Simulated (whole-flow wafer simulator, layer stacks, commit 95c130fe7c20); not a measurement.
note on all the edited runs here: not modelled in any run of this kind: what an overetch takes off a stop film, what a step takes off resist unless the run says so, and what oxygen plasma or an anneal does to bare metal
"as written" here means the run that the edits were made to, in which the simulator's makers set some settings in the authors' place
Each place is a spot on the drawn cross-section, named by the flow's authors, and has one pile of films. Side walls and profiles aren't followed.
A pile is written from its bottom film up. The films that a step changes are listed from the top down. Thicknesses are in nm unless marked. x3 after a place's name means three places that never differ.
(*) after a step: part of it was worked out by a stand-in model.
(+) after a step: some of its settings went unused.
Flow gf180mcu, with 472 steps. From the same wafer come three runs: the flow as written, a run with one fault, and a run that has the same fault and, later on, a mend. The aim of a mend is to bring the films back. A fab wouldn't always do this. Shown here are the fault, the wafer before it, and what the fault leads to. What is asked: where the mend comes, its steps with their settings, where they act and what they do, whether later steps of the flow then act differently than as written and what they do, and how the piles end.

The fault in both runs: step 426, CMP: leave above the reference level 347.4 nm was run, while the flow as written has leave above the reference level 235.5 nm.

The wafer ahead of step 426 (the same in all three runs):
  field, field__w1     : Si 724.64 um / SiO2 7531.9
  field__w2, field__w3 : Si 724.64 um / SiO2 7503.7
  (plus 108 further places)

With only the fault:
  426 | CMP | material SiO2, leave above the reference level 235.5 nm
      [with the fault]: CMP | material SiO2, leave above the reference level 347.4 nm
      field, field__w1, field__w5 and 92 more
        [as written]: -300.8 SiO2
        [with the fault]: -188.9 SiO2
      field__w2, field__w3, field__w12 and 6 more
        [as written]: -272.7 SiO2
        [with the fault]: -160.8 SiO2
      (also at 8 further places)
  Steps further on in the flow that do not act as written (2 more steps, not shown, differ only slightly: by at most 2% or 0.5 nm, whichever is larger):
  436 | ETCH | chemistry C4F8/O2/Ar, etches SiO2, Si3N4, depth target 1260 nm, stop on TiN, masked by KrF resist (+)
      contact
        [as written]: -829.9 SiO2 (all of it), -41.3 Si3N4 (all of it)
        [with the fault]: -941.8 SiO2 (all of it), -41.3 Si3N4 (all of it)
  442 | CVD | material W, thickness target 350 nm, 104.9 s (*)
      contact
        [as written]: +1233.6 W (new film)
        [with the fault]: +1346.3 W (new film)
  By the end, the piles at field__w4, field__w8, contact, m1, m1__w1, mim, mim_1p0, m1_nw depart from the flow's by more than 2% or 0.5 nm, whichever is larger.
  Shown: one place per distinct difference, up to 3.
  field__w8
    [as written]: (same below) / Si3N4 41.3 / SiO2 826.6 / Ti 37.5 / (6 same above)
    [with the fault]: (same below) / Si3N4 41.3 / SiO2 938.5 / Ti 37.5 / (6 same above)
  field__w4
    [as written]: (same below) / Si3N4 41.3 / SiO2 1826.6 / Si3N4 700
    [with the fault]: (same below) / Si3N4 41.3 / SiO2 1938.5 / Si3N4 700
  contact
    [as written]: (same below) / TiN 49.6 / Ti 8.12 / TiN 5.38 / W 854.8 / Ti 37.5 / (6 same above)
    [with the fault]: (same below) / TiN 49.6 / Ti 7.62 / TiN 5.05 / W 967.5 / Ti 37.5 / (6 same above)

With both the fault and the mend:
  The mend stands after step 426.
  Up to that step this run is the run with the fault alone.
  426a | CMP | material SiO2, leave above the reference level 235.5 nm (the flow's step 426 again)
      field, field__w1, field__w2 and 109 more
        -111.9 SiO2
  Later steps of the flow that are run all act as written at every place that is followed.
  The piles end the same as the flow's at every place that both follow.
